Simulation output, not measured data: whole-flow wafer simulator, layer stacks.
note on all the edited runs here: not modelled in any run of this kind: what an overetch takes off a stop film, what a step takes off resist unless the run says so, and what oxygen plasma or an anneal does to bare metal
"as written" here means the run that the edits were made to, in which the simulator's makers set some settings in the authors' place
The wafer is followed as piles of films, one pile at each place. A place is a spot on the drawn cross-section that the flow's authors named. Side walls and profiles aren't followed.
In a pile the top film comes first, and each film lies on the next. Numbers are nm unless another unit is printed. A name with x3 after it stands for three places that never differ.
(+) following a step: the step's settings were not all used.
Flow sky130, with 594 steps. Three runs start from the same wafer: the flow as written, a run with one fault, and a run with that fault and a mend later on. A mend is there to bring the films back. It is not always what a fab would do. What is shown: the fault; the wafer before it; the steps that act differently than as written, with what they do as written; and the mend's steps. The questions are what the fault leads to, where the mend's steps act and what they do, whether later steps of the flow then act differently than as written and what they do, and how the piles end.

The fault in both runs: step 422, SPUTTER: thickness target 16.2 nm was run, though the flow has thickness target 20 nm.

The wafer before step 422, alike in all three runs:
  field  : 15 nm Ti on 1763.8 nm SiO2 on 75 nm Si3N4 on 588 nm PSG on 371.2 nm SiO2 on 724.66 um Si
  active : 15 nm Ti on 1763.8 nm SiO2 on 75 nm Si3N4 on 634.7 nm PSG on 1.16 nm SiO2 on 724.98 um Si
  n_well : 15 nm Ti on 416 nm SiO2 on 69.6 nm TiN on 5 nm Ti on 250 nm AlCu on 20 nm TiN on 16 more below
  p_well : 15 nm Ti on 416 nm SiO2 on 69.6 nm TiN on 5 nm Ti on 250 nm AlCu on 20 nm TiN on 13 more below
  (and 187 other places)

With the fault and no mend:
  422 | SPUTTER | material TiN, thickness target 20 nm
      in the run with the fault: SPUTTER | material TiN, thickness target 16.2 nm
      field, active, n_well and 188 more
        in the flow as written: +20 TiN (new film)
        in the run with the fault: +16.2 TiN (new film)
  Steps further on in the flow that do not act as written (18 other steps are not shown; they differ only slightly, by no more than 2% or 0.5 nm, whichever is larger):
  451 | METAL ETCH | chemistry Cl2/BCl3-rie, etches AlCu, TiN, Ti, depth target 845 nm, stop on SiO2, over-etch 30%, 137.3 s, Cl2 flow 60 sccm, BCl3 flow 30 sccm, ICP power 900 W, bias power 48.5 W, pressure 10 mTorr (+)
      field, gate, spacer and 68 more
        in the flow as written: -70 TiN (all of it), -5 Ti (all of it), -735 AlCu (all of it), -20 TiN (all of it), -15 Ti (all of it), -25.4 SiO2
        in the run with the fault: -70 TiN (all of it), -5 Ti (all of it), -735 AlCu (all of it), -16.2 TiN (all of it), -15 Ti (all of it), -25.7 SiO2
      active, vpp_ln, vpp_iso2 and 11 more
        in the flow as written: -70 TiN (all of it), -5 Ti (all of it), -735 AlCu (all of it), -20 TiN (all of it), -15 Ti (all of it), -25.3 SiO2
        in the run with the fault: -70 TiN (all of it), -5 Ti (all of it), -735 AlCu (all of it), -16.2 TiN (all of it), -15 Ti (all of it), -25.7 SiO2
  By the end, the piles at n_well, p_well, gate_hv and 104 more depart from the flow's by more than 2% or 0.5 nm, whichever is larger.
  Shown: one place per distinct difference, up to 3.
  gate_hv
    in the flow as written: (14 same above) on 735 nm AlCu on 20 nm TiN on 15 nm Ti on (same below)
    in the run with the fault: (14 same above) on 735 nm AlCu on 16.2 nm TiN on 15 nm Ti on (same below)
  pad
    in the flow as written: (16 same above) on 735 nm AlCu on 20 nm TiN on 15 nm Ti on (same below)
    in the run with the fault: (16 same above) on 735 nm AlCu on 16.2 nm TiN on 15 nm Ti on (same below)
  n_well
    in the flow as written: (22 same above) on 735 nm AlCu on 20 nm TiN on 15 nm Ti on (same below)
    in the run with the fault: (22 same above) on 735 nm AlCu on 16.2 nm TiN on 15 nm Ti on (same below)

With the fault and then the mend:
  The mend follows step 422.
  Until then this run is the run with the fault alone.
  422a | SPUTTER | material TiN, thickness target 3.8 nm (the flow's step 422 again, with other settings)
      field, active, n_well and 188 more
        +3.8 TiN
  Later steps of the flow that are run all act as written at every place that is followed.
  The piles end the same as the flow's at every place that both follow.
